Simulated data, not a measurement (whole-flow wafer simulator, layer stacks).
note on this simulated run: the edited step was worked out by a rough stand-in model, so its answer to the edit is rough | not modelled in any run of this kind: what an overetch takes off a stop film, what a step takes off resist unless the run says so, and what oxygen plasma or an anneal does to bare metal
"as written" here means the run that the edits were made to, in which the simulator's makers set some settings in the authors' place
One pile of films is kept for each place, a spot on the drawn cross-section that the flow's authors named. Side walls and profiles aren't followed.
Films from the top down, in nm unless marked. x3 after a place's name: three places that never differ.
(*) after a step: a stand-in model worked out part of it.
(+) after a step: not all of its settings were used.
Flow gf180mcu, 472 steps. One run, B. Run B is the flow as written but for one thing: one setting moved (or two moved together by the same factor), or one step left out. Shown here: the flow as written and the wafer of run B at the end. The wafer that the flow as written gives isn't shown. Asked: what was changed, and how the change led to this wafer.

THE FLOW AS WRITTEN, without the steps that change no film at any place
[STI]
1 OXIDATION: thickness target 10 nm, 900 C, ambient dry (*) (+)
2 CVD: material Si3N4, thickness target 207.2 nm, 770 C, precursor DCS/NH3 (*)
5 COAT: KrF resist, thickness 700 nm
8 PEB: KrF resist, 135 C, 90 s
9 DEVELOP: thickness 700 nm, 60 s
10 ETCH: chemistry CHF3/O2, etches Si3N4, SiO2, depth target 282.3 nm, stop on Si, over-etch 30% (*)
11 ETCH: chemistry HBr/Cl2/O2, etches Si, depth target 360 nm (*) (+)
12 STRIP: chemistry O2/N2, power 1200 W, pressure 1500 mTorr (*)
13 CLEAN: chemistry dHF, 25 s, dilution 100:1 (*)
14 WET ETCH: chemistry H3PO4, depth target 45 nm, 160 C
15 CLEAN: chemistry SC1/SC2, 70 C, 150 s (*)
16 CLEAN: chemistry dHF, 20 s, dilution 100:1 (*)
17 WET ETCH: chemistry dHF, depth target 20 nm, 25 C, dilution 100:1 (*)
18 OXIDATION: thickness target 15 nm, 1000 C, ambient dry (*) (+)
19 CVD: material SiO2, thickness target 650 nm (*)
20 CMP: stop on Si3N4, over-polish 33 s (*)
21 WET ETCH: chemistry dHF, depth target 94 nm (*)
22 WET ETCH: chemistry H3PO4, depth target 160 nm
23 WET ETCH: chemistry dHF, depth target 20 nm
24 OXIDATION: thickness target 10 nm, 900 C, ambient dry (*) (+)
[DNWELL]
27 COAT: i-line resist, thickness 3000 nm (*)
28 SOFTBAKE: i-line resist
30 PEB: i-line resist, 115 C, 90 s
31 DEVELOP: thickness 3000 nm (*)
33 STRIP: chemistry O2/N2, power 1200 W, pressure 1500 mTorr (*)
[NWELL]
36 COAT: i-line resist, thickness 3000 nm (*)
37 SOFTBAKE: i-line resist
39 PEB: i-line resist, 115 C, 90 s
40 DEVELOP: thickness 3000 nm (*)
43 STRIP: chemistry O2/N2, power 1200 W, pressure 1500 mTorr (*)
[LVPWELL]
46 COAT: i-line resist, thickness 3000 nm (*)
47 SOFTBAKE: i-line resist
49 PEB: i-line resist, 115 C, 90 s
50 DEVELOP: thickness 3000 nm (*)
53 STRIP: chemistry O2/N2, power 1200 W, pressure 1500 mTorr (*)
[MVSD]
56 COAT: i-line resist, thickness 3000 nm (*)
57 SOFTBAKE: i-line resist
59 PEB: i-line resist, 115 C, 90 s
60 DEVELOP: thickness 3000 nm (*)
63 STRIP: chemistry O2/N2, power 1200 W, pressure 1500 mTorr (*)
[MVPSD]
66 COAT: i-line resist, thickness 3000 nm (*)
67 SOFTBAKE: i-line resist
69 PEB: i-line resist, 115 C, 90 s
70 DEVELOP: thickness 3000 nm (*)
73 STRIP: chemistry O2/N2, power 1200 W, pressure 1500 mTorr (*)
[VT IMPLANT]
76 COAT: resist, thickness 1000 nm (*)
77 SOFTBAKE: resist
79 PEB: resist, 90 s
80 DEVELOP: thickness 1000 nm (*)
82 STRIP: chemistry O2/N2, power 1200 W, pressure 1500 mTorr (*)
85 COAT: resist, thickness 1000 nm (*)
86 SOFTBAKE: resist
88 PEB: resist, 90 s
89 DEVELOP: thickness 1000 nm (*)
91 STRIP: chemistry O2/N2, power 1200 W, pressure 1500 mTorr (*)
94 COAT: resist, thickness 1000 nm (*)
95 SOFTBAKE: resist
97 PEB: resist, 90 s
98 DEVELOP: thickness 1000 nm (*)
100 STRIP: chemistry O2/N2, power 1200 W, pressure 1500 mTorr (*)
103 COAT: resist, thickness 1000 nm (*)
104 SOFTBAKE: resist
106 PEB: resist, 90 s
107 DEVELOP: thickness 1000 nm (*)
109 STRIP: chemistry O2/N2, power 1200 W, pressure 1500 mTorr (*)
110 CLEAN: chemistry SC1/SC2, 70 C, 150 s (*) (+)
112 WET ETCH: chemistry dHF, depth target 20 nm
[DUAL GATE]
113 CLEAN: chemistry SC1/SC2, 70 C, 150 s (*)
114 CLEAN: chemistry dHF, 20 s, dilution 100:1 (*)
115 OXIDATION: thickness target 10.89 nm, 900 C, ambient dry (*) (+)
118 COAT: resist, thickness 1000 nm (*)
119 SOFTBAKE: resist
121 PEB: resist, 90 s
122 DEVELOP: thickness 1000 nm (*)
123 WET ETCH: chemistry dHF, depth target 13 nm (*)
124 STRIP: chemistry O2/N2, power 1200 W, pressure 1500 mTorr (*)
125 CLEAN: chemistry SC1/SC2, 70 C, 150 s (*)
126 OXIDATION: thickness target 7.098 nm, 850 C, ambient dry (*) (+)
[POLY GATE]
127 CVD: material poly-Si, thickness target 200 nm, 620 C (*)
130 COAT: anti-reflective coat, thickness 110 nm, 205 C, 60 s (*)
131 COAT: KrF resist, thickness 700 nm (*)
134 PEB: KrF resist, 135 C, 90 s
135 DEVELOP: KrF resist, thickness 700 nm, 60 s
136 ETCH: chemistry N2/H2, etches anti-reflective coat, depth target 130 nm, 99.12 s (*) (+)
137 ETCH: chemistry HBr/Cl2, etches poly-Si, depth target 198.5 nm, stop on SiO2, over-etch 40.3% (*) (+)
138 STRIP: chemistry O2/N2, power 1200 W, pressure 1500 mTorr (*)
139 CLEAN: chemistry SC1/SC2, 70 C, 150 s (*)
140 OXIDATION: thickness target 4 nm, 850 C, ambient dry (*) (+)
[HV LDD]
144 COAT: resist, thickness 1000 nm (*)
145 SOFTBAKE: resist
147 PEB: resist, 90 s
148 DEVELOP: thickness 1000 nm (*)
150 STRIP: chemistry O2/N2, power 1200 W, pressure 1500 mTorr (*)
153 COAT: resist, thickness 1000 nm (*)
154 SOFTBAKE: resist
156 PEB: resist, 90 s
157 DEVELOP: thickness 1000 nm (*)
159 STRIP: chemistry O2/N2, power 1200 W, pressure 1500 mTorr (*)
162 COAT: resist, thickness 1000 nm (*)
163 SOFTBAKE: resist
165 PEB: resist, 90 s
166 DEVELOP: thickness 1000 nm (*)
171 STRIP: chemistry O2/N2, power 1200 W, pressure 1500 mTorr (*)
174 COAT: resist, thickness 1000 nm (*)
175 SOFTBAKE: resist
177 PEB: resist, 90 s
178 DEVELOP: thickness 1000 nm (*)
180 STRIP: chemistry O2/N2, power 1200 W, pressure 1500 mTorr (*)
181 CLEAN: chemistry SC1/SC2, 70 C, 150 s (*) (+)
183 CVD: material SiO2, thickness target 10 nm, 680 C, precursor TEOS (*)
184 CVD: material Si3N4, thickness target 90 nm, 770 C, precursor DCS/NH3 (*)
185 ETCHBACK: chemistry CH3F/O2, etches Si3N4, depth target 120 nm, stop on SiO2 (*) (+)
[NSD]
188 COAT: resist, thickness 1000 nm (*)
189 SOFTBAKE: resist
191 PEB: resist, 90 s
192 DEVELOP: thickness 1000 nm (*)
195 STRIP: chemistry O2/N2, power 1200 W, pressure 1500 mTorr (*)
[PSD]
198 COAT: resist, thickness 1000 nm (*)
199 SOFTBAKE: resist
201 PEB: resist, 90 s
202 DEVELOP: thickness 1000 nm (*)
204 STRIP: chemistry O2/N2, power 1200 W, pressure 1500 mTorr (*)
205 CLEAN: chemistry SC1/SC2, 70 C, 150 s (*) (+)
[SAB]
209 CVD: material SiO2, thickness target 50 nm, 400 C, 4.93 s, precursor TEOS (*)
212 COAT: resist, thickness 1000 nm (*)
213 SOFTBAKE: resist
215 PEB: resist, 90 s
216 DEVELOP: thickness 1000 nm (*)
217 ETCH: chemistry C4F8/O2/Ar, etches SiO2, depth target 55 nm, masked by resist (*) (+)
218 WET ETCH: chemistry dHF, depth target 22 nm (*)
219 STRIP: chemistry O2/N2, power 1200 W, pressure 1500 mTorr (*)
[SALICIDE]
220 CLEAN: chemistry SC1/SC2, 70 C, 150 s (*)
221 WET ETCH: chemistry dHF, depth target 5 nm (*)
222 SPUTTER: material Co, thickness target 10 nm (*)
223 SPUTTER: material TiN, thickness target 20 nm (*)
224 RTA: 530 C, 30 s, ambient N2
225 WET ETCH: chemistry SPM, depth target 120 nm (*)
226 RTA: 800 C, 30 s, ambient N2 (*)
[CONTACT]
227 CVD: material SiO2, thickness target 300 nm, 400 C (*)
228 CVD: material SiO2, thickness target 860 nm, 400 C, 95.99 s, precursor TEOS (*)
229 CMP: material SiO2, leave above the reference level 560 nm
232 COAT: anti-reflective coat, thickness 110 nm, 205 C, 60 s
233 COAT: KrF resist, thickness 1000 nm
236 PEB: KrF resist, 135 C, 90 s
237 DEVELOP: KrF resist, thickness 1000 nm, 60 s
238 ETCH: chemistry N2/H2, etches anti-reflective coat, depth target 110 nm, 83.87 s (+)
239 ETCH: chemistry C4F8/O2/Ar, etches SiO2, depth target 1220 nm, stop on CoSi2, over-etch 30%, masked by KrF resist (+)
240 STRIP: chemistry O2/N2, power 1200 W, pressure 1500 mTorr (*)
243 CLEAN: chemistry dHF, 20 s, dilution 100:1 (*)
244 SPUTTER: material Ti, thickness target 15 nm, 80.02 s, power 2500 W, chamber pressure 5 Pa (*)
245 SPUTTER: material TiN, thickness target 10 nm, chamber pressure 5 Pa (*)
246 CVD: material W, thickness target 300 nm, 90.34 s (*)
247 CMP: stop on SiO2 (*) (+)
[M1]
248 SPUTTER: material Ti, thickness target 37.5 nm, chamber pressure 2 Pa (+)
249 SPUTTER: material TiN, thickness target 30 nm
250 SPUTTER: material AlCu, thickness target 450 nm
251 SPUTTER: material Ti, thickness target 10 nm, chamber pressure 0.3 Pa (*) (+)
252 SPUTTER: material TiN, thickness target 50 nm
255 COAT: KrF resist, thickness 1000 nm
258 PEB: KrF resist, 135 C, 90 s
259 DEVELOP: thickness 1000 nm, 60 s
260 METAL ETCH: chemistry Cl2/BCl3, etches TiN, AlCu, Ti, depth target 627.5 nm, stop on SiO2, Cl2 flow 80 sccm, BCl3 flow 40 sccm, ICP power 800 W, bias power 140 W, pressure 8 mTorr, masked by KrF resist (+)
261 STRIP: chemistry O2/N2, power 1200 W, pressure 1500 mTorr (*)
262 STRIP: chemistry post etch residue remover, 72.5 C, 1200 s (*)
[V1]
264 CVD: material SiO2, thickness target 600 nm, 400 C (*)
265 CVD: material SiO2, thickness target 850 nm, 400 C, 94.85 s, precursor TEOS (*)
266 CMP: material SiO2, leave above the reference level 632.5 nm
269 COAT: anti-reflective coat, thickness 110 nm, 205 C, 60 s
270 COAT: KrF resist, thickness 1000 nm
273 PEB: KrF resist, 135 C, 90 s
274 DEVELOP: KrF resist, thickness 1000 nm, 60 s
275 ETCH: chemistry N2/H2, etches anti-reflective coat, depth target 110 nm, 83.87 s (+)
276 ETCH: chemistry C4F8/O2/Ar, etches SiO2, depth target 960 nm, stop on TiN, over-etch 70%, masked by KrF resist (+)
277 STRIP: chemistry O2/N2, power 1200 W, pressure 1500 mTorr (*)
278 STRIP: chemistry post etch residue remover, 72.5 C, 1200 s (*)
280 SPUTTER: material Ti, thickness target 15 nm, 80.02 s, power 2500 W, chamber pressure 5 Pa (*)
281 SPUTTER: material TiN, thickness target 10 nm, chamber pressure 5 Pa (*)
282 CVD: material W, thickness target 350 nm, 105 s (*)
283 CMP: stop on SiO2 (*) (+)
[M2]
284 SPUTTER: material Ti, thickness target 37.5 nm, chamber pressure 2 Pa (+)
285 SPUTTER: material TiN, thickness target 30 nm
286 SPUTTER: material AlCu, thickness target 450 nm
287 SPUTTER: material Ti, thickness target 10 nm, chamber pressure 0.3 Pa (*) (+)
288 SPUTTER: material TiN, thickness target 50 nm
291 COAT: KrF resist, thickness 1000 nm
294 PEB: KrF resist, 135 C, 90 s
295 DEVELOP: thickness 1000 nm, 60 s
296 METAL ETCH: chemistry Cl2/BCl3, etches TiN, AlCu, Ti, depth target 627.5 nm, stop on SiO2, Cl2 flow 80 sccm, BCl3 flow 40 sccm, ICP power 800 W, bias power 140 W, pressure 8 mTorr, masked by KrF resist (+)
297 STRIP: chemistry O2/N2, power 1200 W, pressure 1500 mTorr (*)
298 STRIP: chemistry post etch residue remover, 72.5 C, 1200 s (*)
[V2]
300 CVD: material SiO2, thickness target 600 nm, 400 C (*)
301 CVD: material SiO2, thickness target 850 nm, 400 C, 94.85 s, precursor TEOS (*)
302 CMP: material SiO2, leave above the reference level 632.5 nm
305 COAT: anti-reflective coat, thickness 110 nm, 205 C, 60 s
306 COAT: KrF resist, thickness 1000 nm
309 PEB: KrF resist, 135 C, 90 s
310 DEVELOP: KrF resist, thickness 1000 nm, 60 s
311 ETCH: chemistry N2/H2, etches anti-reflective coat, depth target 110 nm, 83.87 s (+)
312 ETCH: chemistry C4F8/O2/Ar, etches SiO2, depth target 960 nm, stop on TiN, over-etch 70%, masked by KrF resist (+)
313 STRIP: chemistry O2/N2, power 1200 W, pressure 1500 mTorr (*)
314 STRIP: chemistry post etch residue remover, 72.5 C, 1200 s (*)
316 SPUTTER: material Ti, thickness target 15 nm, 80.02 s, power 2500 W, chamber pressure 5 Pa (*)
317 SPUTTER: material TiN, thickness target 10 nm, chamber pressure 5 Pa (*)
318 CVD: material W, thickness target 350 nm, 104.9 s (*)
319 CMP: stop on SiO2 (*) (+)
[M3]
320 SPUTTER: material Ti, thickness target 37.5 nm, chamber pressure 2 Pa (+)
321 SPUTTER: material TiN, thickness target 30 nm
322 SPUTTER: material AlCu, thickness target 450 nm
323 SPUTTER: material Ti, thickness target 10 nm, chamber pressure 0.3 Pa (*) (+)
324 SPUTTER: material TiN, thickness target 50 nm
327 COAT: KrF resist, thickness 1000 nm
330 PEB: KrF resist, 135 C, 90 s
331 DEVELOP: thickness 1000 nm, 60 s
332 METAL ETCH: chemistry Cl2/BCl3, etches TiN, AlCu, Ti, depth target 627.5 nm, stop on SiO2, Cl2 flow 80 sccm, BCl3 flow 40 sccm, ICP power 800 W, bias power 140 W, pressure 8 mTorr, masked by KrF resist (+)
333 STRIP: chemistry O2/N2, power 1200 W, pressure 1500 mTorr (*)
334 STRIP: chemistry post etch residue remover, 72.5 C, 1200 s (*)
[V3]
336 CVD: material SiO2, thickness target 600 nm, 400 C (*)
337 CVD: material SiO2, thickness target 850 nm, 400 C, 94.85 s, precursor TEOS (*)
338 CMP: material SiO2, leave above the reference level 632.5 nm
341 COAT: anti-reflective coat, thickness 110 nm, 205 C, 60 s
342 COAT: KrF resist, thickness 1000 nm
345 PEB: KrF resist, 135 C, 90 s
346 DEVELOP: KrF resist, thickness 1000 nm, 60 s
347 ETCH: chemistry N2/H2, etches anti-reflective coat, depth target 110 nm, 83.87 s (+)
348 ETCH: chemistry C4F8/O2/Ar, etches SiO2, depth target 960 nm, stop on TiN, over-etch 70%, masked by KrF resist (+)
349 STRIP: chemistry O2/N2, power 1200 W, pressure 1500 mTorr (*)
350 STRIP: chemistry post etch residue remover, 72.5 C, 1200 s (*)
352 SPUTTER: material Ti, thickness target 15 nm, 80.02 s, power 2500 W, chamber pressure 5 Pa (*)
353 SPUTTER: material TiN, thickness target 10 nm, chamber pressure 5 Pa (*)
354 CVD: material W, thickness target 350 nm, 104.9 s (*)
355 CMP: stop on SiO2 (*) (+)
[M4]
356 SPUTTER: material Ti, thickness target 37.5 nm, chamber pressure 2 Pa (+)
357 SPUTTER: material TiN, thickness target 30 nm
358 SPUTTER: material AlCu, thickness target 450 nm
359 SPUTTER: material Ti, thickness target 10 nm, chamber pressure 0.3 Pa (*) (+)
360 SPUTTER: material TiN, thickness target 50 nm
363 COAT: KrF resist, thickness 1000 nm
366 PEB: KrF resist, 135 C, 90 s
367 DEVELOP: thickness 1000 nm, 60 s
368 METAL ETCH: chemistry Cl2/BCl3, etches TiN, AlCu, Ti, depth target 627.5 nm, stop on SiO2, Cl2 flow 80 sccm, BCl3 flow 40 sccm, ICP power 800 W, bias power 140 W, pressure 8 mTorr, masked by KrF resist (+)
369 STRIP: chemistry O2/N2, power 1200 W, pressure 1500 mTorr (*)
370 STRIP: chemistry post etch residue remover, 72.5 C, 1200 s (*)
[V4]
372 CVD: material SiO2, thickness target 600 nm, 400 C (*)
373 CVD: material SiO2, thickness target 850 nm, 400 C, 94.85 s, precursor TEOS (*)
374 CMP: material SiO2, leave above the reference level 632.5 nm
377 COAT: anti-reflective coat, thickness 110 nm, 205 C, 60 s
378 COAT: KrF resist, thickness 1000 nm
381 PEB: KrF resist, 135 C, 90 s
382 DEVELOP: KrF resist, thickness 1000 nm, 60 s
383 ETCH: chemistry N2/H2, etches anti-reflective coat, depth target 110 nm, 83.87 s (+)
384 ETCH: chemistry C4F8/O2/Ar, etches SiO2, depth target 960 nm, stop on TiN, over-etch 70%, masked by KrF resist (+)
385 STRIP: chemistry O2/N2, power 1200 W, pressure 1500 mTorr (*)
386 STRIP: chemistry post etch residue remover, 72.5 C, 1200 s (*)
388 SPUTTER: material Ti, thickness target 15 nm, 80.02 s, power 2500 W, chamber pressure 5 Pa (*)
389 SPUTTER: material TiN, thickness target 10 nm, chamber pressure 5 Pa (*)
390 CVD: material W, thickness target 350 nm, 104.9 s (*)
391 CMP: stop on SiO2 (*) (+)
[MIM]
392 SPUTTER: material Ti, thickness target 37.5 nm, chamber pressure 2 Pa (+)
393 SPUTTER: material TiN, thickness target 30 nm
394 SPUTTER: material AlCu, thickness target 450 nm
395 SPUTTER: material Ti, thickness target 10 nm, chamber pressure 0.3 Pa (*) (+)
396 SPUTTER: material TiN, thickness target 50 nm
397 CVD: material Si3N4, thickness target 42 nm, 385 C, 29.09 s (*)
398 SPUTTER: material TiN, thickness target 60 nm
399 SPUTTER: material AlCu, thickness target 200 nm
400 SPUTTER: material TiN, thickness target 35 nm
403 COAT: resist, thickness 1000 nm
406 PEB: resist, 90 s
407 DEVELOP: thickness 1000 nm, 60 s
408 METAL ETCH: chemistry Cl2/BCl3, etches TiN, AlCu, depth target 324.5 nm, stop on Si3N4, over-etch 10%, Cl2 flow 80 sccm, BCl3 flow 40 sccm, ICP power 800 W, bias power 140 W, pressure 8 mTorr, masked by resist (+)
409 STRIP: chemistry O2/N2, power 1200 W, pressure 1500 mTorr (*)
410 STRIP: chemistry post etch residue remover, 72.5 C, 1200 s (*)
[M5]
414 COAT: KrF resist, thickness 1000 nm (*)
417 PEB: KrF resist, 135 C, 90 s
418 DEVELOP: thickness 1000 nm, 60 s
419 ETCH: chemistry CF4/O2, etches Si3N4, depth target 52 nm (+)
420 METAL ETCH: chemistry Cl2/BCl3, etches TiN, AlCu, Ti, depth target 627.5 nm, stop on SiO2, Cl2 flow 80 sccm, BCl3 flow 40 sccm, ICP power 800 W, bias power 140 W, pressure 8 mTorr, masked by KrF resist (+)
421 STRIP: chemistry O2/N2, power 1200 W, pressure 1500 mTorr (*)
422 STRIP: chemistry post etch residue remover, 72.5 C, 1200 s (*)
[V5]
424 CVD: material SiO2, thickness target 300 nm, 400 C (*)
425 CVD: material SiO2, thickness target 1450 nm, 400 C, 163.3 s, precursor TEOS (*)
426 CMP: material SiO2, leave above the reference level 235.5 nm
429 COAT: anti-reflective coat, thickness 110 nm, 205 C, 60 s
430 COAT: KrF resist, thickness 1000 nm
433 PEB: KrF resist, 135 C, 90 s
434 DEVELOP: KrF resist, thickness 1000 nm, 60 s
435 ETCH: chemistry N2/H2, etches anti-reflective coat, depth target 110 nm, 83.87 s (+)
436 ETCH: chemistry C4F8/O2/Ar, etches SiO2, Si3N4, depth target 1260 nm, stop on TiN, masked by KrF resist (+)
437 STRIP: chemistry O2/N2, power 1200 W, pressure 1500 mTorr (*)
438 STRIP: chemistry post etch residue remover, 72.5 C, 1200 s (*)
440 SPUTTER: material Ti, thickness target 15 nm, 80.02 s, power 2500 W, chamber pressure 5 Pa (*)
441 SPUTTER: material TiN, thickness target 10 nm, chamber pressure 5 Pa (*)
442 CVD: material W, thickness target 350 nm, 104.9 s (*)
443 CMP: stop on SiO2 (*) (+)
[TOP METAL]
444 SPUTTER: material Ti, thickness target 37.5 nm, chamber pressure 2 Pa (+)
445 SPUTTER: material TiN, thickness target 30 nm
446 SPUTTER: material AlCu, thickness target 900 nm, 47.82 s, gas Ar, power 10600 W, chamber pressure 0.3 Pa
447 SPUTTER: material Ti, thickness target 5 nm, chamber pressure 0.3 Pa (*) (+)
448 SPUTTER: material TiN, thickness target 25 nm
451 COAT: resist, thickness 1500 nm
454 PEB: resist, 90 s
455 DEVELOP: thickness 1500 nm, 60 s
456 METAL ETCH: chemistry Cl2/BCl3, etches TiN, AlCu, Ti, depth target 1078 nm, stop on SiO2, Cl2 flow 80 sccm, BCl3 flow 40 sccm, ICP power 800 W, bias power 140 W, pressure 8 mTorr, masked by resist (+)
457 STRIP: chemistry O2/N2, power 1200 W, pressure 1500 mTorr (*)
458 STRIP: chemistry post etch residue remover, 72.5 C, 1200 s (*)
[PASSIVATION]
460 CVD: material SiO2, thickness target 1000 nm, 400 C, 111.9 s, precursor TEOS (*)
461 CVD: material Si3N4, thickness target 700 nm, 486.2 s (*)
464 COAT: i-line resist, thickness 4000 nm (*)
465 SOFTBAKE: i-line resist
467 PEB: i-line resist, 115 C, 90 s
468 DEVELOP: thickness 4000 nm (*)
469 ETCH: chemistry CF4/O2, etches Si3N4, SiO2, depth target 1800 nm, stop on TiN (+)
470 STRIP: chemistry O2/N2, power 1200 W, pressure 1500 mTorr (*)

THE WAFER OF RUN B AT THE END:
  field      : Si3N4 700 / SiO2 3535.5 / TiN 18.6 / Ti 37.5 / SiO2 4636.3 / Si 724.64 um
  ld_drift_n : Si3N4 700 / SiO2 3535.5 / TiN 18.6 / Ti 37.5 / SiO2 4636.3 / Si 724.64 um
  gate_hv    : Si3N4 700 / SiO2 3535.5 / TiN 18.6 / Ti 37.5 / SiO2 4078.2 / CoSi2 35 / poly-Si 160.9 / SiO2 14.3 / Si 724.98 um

The cause: step 354, CVD: thickness target 290 nm was run, where the flow has thickness target 350 nm; step 368, METAL ETCH: depth target 521 nm was run, where the flow has depth target 627.5 nm.

How the change led to this, step by step:
  354 CVD: material W, thickness target 350 nm, 104.9 s (*)
      field, field__w1, field__w2 and 107 more: W +290 (new film) (as written it would be: W +350 (new film))
      contact: W +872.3 (new film) (as written it would be: W +932.3 (new film))
  355 CMP: stop on SiO2 (*) (+)
      field, field__w1, field__w2 and 107 more: W -290 (all of it), TiN -10 (all of it), Ti -15 (all of it), SiO2 -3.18 (as written it would be: W -350 (all of it), TiN -10 (all of it), Ti -15 (all of it), SiO2 -3.78)
      contact: W -318.2 (as written it would be: W -378.8)
  368 METAL ETCH: chemistry Cl2/BCl3, etches TiN, AlCu, Ti, depth target 627.5 nm, stop on SiO2, Cl2 flow 80 sccm, BCl3 flow 40 sccm, ICP power 800 W, bias power 140 W, pressure 8 mTorr, masked by KrF resist (+)
      field, field__w1, field__w2 and 103 more: TiN -50 (all of it), Ti -10 (all of it), AlCu -450 (all of it), TiN -11 (as written it would be: TiN -50 (all of it), Ti -10 (all of it), AlCu -450 (all of it), TiN -30 (all of it), Ti -37.5 (all of it))
      field__w8, contact, m1, m1__w1, m1_nw: KrF resist -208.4 (as written it would be: KrF resist -251)
  369 STRIP: chemistry O2/N2, power 1200 W, pressure 1500 mTorr (*)
      field__w8, contact, m1, m1__w1, m1_nw: KrF resist -770 (all of it) (as written it would be: KrF resist -727.4 (all of it))
  372 CVD: material SiO2, thickness target 600 nm, 400 C (*)
      field, field__w1, field__w2 and 103 more: SiO2 +600 (new film) (as written it would be: SiO2 +600)
  374 CMP: material SiO2, leave above the reference level 632.5 nm
      field, field__w1, field__w2 and 103 more: SiO2 -356.1 (as written it would be: SiO2 -300)
Counting metal films that touch as one body, field has 1 body; the flow as written gives 0 bodies.
Counting metal films that touch as one body, ld_drift_n has 1 body; the flow as written gives 0 bodies.
Counting metal films that touch as one body, gate_hv has 2 bodies (between them, from the top down: SiO2 4078.2); the flow as written gives 1 body.
